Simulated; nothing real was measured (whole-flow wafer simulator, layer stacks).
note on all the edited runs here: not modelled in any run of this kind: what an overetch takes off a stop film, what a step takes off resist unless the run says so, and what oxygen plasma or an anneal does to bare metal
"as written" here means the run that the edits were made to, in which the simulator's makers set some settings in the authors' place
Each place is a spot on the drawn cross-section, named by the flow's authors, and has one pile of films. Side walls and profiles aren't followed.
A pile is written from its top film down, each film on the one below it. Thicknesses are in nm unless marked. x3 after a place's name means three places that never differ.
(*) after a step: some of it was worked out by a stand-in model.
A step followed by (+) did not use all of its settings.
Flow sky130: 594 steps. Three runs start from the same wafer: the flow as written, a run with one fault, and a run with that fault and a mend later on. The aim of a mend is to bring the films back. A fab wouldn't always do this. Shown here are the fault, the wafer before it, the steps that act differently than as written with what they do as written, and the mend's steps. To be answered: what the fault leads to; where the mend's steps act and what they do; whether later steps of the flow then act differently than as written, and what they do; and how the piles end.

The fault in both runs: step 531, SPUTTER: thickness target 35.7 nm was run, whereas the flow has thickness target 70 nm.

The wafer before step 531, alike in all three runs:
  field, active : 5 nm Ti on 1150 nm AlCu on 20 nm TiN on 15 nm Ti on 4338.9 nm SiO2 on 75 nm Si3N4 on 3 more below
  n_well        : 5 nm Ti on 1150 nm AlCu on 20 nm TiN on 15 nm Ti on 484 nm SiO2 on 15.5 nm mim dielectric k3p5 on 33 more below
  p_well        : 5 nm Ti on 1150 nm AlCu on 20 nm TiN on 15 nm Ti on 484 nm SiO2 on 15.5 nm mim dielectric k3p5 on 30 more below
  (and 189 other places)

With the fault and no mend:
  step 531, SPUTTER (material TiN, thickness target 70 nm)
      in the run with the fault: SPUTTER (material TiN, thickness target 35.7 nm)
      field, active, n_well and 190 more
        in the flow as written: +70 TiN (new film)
        in the run with the fault: +35.7 TiN (new film)
  Steps later in the flow that act otherwise than as written (17 more steps, not shown, differ only slightly: by at most 2% or 0.5 nm, whichever is larger):
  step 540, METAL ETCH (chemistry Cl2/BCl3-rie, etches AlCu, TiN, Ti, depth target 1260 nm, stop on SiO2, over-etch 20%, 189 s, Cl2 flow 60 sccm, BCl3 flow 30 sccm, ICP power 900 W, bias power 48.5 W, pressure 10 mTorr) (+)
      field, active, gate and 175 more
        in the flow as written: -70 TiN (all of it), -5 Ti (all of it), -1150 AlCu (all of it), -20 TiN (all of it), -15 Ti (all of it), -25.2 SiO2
        in the run with the fault: -35.7 TiN (all of it), -5 Ti (all of it), -1150 AlCu (all of it), -20 TiN (all of it), -15 Ti (all of it), -28.6 SiO2
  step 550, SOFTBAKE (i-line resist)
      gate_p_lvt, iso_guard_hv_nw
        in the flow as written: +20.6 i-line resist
        in the run with the fault: +19.9 i-line resist
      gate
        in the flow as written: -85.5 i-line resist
        in the run with the fault: -82.1 i-line resist
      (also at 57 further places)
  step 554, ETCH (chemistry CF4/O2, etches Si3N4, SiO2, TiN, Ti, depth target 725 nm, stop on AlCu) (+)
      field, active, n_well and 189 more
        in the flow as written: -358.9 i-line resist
        in the run with the fault: -324.6 i-line resist
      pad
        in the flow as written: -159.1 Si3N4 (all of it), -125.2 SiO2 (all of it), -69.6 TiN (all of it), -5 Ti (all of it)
        in the run with the fault: -159.1 Si3N4 (all of it), -125.2 SiO2 (all of it), -35.3 TiN (all of it), -5 Ti (all of it)
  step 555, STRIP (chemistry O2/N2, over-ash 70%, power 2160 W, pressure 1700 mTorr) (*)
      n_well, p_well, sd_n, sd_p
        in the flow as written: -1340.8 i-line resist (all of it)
        in the run with the fault: -1405.2 i-line resist (all of it)
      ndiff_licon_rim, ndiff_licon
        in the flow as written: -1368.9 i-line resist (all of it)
        in the run with the fault: -1432.5 i-line resist (all of it)
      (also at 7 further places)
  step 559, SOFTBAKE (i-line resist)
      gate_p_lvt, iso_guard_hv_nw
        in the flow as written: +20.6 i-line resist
        in the run with the fault: +19.9 i-line resist
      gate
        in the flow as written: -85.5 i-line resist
        in the run with the fault: -82.1 i-line resist
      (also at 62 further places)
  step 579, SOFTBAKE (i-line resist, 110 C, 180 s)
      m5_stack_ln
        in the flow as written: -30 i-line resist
        in the run with the fault: -29.1 i-line resist
  By the end, the piles at n_well, p_well, sd_n and 11 more depart from the flow's by more than 2% or 0.5 nm, whichever is larger.
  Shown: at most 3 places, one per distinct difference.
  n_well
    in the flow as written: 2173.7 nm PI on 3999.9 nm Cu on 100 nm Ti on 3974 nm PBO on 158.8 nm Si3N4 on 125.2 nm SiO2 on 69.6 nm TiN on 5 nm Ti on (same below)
    in the run with the fault: 2177.7 nm PI on 3999.9 nm Cu on 100 nm Ti on 3998.7 nm PBO on 158.8 nm Si3N4 on 125.2 nm SiO2 on 35.3 nm TiN on 5 nm Ti on (same below)
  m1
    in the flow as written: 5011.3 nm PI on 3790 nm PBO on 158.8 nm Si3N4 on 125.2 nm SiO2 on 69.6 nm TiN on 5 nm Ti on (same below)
    in the run with the fault: 5013 nm PI on 3818.5 nm PBO on 158.8 nm Si3N4 on 125.2 nm SiO2 on 35.3 nm TiN on 5 nm Ti on (same below)
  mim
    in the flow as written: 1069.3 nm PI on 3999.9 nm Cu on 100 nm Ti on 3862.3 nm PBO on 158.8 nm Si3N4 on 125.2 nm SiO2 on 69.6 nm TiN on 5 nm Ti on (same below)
    in the run with the fault: 1072.3 nm PI on 3999.9 nm Cu on 100 nm Ti on 3888.9 nm PBO on 158.8 nm Si3N4 on 125.2 nm SiO2 on 35.3 nm TiN on 5 nm Ti on (same below)

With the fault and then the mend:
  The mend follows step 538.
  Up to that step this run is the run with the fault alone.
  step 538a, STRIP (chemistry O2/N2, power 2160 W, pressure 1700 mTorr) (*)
      n_well, p_well, sd_n and 9 more
        -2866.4 resist (all of it)
      m1, via4_hole
        -2868.5 resist (all of it)
      via4_enc
        -2866.3 resist (all of it)
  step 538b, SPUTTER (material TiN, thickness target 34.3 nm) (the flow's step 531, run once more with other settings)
      field, active, n_well and 190 more
        +34.3 TiN
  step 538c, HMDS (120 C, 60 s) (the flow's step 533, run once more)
      does not change any film at any place that is followed
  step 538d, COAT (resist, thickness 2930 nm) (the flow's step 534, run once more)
      n_well, p_well, gate_hv and 172 more
        +2930 resist (new film)
      field, active, gate and 13 more
        +2929.9 resist (new film)
      m1, via4_hole
        +2932.1 resist (new film)
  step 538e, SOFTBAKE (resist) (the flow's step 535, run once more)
      field, active, gate, spacer, m1, sonos_cell, sonos_guard, sonos_guard_hv
        +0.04 resist
      nwell_res
        +0.03 resist
      pplus_nw
        +0.02 resist
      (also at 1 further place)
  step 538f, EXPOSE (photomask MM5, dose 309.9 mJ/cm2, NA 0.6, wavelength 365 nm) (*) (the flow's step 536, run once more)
      does not change any film at any place that is followed
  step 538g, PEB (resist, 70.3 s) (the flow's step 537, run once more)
      field, active, n_well and 188 more
        -63.6 resist
      m1, via4_hole
        -63.7 resist
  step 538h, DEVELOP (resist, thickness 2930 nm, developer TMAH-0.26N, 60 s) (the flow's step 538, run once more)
      field, active, gate and 168 more
        -2866.4 resist (all of it)
      via1_hole, via1_enc, via2_hole, via2_enc, via3_hole, via3_enc, via_li1
        -2866.3 resist (all of it)
  Later steps of the flow that are run all act as written at every place that is followed.
  The piles end the same as the flow's at every place that both follow.
